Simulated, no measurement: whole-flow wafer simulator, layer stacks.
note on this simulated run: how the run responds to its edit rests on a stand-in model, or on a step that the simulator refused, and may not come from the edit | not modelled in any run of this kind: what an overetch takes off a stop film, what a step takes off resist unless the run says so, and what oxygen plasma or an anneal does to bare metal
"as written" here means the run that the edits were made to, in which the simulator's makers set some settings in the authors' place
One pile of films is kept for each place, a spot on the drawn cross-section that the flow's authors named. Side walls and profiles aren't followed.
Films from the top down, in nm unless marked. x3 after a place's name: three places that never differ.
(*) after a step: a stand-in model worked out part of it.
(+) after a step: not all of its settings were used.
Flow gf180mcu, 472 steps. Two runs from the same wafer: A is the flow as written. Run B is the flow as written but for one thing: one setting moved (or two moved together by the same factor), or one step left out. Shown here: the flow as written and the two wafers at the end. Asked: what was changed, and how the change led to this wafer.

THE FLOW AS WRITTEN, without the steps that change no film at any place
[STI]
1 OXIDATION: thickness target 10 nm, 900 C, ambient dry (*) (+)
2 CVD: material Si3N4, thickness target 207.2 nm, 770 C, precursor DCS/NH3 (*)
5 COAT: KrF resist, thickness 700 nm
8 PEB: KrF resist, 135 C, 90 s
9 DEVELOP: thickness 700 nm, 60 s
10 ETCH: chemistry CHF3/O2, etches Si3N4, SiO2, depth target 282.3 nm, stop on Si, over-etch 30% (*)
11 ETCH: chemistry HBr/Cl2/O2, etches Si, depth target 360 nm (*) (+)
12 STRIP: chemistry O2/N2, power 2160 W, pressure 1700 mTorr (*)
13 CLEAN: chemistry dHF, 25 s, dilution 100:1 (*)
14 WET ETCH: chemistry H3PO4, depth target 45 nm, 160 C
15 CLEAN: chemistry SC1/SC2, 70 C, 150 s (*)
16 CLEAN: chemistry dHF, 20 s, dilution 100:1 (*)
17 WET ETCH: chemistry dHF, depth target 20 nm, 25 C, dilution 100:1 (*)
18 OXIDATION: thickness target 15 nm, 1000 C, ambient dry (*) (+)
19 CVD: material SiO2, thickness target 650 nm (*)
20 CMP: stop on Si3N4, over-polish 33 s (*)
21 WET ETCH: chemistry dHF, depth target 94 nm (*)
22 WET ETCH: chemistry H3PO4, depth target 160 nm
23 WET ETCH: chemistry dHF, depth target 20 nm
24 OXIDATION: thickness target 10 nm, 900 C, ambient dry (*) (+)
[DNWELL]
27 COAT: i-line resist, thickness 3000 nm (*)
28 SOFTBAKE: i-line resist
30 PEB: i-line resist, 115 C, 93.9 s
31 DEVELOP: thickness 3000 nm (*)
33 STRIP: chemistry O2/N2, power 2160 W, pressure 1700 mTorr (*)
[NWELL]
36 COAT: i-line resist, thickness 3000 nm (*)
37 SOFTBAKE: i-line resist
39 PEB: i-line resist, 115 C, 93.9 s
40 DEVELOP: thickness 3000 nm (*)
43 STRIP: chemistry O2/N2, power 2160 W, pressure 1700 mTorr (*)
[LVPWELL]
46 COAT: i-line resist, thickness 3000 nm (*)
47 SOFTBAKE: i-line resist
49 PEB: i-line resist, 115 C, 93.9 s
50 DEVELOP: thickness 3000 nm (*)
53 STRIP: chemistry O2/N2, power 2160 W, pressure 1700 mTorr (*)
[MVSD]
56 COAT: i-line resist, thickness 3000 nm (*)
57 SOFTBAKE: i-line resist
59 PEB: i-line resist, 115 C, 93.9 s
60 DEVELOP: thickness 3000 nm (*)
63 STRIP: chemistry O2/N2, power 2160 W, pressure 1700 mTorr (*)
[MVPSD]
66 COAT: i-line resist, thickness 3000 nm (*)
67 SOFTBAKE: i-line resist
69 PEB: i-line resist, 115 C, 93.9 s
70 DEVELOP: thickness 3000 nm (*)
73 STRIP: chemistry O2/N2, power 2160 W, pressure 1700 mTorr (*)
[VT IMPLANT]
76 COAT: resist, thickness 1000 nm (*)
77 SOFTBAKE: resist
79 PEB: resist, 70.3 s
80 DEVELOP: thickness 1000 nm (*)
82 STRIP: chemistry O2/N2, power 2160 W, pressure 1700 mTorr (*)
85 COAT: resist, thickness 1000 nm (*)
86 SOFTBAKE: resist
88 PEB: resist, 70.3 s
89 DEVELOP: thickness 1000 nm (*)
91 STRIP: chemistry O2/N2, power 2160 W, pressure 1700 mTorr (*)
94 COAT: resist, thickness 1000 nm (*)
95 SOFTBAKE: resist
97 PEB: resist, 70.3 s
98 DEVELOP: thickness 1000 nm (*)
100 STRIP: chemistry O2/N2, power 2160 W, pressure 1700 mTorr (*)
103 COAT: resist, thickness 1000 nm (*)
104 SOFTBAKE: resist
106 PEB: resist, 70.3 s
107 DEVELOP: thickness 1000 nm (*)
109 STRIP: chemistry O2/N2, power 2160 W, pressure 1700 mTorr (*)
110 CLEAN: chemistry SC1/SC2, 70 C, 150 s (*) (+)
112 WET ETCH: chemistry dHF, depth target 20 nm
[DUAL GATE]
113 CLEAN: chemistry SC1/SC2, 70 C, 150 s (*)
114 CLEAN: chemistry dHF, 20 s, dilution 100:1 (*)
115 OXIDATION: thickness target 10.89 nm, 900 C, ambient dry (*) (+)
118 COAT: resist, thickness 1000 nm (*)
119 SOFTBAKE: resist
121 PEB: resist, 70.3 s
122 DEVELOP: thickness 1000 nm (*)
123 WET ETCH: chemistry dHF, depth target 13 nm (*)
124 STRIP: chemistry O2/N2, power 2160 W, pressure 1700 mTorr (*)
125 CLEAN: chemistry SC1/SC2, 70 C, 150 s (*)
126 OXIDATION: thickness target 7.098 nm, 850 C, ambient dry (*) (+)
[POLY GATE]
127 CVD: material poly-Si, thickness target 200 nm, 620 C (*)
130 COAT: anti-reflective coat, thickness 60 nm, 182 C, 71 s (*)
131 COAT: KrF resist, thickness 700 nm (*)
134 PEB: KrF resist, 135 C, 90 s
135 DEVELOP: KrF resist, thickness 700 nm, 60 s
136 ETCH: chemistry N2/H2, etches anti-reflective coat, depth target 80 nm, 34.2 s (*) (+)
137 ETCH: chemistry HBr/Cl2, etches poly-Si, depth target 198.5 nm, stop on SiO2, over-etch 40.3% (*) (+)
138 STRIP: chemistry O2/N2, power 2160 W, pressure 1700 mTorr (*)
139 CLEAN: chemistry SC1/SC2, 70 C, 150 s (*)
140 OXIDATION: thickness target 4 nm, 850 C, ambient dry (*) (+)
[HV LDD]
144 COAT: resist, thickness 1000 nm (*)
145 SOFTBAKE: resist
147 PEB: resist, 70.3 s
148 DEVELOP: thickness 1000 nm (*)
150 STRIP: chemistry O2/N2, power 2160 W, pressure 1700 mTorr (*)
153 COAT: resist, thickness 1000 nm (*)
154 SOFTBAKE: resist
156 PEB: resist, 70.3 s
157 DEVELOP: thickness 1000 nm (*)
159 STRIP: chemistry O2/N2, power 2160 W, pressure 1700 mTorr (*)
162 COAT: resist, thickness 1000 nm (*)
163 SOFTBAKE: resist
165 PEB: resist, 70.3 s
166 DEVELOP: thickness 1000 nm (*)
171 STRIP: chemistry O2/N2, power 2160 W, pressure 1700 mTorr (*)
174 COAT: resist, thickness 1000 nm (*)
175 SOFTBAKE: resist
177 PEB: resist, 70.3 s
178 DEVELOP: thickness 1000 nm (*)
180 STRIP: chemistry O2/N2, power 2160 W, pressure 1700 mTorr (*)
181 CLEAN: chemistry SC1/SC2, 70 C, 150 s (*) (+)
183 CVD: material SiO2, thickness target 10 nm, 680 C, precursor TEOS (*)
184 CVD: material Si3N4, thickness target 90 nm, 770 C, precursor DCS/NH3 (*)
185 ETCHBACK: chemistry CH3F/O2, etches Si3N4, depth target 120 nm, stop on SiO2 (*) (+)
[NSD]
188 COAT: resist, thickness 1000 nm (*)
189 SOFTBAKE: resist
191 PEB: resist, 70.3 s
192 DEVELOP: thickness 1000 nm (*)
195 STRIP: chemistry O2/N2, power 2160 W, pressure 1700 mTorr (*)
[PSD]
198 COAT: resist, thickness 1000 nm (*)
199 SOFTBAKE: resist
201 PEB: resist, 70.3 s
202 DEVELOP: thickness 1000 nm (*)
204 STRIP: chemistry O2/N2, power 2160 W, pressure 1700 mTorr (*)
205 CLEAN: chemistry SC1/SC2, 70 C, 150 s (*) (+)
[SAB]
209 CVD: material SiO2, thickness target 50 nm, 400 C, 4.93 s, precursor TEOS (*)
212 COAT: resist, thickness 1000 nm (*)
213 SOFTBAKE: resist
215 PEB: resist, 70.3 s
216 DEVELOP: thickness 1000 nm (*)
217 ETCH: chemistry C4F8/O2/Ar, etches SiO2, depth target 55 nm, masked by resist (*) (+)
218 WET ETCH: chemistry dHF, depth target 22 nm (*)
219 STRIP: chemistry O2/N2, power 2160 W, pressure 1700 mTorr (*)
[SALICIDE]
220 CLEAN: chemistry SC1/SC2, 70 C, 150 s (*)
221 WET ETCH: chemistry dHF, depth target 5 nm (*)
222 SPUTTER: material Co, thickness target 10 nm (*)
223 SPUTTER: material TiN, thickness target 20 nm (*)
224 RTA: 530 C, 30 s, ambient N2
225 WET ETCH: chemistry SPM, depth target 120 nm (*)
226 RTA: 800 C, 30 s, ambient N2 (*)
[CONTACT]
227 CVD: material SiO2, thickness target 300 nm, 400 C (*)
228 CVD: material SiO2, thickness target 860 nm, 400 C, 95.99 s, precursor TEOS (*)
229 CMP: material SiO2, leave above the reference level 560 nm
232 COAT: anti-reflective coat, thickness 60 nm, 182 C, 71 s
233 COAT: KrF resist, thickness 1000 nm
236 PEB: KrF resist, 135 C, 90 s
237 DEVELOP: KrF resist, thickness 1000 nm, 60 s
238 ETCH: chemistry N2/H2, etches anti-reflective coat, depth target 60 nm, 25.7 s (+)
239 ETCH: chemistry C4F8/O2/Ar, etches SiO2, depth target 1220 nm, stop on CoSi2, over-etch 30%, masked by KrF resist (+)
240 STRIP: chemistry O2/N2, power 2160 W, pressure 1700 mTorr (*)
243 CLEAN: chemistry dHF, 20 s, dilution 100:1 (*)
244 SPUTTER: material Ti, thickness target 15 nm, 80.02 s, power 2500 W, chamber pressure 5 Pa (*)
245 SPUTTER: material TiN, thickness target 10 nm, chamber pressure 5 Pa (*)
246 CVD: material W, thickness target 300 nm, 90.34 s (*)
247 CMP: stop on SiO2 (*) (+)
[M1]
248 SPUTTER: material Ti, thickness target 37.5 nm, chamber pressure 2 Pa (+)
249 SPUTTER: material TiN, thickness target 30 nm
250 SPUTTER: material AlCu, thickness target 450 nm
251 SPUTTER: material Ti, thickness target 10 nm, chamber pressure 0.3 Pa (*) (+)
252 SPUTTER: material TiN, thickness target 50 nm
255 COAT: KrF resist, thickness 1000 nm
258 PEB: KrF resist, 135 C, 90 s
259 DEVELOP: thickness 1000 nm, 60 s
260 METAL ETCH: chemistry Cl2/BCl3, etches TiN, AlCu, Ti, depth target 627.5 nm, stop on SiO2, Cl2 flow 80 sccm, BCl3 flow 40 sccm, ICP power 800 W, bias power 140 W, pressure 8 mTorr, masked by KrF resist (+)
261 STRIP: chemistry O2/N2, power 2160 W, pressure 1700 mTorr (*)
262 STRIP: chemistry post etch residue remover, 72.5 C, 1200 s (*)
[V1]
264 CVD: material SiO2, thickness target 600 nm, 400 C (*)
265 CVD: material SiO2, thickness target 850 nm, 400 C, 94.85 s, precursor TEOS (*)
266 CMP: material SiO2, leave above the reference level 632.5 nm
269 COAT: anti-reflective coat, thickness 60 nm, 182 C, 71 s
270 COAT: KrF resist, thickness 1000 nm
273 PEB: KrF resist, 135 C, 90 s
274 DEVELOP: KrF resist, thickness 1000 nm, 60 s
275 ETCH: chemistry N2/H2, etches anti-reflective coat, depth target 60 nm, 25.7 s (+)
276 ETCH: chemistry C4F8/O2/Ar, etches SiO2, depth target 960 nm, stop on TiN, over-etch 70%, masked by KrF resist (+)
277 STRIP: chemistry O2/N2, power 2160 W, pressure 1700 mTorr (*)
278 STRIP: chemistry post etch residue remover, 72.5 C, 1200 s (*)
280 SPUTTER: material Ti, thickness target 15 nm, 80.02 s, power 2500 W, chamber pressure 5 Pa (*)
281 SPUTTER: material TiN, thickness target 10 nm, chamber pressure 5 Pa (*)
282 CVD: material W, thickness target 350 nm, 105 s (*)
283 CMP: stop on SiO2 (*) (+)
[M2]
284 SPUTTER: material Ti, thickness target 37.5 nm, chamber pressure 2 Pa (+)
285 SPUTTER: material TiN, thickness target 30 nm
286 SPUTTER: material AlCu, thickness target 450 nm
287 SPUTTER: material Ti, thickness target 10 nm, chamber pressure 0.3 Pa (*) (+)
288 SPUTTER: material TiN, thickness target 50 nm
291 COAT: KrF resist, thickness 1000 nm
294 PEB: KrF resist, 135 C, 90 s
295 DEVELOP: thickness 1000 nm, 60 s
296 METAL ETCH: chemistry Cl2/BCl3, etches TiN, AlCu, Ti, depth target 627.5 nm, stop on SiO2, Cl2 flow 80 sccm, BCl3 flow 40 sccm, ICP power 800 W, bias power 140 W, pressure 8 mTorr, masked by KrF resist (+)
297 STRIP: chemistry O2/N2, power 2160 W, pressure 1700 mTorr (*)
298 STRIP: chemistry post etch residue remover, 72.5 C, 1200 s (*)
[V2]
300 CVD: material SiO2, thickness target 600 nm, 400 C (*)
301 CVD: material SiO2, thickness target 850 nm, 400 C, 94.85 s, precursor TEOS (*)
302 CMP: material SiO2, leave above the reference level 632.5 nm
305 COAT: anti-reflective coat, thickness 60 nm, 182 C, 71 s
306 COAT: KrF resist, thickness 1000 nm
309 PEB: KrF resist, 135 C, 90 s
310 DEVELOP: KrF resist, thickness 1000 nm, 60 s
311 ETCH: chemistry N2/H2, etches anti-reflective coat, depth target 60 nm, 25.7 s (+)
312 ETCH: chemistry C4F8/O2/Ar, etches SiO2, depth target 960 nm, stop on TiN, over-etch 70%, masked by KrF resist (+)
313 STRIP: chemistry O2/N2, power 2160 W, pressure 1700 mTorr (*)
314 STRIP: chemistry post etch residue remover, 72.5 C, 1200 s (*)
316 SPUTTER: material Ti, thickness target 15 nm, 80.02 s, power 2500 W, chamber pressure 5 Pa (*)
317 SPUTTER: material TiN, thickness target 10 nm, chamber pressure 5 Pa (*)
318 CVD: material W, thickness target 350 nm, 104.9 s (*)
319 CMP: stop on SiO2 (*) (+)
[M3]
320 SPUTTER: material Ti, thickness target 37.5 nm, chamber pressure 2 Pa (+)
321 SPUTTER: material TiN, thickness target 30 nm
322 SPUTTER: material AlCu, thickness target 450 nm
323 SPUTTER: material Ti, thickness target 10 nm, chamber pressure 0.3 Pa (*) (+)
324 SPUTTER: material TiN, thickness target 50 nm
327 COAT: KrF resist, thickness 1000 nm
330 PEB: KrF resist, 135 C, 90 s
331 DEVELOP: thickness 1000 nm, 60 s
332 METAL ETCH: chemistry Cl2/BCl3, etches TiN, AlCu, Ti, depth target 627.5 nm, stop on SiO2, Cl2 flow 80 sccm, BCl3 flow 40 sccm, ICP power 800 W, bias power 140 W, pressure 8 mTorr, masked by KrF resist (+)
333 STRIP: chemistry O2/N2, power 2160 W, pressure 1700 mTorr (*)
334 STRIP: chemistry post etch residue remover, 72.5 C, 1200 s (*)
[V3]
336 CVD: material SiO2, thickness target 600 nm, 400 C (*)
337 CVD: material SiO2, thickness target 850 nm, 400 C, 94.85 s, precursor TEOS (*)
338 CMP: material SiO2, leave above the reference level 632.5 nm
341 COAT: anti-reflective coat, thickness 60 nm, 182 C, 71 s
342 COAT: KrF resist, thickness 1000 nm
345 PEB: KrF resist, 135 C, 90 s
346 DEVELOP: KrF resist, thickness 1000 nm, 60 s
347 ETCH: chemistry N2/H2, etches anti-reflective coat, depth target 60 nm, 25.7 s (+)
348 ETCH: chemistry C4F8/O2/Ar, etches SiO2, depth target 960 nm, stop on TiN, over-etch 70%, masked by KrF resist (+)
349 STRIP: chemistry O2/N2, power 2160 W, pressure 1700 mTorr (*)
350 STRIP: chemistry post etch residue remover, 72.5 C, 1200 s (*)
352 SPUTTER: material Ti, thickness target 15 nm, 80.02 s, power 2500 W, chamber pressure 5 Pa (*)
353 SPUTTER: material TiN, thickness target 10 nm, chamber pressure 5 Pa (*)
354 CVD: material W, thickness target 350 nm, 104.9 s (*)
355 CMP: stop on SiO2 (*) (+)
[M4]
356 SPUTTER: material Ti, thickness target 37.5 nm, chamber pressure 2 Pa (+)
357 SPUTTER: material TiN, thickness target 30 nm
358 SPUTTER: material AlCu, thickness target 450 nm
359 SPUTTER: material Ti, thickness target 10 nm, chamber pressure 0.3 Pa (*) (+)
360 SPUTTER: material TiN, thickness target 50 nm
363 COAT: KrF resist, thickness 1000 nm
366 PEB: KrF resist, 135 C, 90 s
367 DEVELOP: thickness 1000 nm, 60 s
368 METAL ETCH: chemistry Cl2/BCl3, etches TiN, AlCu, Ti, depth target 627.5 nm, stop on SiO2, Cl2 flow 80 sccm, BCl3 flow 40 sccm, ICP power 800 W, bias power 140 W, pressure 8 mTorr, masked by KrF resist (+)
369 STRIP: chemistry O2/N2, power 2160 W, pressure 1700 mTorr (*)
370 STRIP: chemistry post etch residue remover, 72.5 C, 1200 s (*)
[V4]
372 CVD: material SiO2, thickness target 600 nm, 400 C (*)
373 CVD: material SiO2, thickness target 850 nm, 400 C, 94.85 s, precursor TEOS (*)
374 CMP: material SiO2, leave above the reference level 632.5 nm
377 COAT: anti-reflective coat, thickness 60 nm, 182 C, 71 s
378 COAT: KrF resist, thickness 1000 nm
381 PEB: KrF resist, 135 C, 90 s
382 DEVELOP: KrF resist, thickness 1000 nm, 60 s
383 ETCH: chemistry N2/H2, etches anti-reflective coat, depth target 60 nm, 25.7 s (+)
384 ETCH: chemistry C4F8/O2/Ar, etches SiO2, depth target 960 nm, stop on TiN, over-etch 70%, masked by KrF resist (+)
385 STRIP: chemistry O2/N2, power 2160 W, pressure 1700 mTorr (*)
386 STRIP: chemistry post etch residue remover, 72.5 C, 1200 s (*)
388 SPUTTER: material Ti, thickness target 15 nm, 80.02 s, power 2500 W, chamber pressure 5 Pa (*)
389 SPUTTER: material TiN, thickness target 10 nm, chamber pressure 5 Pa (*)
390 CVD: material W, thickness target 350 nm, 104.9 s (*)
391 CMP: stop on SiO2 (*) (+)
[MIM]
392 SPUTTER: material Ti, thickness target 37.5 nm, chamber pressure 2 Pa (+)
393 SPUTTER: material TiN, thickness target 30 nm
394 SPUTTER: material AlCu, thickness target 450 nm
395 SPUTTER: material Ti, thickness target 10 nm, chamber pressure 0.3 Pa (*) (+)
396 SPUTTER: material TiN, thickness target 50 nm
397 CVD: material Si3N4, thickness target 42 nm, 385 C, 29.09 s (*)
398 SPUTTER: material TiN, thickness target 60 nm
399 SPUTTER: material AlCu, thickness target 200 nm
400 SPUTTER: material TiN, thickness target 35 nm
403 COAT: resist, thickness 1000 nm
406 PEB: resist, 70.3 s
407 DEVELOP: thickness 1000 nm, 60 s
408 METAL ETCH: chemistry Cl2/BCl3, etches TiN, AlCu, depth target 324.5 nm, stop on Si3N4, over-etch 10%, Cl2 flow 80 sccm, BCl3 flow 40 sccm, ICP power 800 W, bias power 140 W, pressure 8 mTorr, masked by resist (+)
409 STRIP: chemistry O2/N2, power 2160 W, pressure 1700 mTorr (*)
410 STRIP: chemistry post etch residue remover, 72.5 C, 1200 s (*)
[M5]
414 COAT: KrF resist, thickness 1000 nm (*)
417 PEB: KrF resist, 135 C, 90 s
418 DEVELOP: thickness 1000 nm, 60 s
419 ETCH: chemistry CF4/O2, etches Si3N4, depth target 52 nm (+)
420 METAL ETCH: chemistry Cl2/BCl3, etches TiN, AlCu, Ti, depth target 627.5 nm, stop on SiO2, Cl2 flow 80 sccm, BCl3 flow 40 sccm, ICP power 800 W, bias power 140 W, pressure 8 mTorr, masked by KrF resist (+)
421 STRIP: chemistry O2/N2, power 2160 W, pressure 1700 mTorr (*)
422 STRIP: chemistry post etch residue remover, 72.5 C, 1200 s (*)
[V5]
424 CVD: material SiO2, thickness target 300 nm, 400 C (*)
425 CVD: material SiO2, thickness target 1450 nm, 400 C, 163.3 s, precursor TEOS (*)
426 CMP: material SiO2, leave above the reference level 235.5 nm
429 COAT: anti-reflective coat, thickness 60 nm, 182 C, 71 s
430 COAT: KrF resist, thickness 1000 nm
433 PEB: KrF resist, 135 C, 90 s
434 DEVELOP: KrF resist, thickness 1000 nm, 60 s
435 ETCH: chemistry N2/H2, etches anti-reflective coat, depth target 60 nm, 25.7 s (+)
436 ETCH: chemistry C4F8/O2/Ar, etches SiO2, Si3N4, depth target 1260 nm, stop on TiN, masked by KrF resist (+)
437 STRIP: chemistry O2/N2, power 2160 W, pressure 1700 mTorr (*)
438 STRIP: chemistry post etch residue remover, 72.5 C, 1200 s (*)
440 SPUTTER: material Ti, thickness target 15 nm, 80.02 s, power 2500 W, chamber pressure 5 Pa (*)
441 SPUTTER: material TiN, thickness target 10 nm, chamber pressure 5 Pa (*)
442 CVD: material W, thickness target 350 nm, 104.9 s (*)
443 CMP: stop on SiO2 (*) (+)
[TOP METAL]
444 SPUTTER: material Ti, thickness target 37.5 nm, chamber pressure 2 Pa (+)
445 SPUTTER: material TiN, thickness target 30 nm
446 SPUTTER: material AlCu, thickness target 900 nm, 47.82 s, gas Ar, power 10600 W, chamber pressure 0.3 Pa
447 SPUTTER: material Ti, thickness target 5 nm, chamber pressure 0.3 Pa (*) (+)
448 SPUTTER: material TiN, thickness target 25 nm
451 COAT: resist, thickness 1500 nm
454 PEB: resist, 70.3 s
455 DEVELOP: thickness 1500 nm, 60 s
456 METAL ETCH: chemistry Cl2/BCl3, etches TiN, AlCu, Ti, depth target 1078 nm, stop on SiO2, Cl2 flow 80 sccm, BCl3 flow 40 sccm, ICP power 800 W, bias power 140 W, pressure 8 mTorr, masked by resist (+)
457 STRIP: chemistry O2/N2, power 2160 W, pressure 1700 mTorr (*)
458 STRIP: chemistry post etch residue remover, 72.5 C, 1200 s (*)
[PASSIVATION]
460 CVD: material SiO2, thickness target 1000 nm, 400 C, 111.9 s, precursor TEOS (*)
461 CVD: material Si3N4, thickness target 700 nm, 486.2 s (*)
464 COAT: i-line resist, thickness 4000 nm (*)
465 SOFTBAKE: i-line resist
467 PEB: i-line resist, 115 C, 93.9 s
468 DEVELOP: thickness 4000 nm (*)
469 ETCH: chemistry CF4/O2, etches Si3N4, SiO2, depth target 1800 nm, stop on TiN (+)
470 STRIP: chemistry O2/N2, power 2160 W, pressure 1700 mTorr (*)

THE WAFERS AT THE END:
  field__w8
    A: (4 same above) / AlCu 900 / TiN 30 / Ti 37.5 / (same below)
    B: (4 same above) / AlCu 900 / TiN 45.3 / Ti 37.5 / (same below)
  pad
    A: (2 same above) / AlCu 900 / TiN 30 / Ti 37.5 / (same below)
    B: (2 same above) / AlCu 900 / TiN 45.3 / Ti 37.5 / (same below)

The cause: step 445, SPUTTER: thickness target 45.3 nm was run, where the flow has thickness target 30 nm.
It can be read off the wafer: field__w8 has TiN 45.3, and step 445 as written asks for 30 nm.

How the change led to this, step by step:
  445 SPUTTER: material TiN, thickness target 30 nm
      field, field__w1, field__w2 and 109 more: A TiN +30 (new film) | B TiN +45.3 (new film)
  456 METAL ETCH: chemistry Cl2/BCl3, etches TiN, AlCu, Ti, depth target 1078 nm, stop on SiO2, Cl2 flow 80 sccm, BCl3 flow 40 sccm, ICP power 800 W, bias power 140 W, pressure 8 mTorr, masked by resist (+)
      field, field__w1, field__w2 and 103 more: A TiN -25 (all of it), Ti -5 (all of it), AlCu -900 (all of it), TiN -30 (all of it), Ti -37.5 (all of it) | B TiN -25 (all of it), Ti -5 (all of it), AlCu -900 (all of it), TiN -45.3 (all of it), Ti -37.5 (all of it)
  465 SOFTBAKE: i-line resist
      gate: A i-line resist +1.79 | B i-line resist -0.23
      ld_acc_p, ld_fp_p, ld_drift_p: A i-line resist +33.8 | B i-line resist +27.6
      (and at 62 more places)
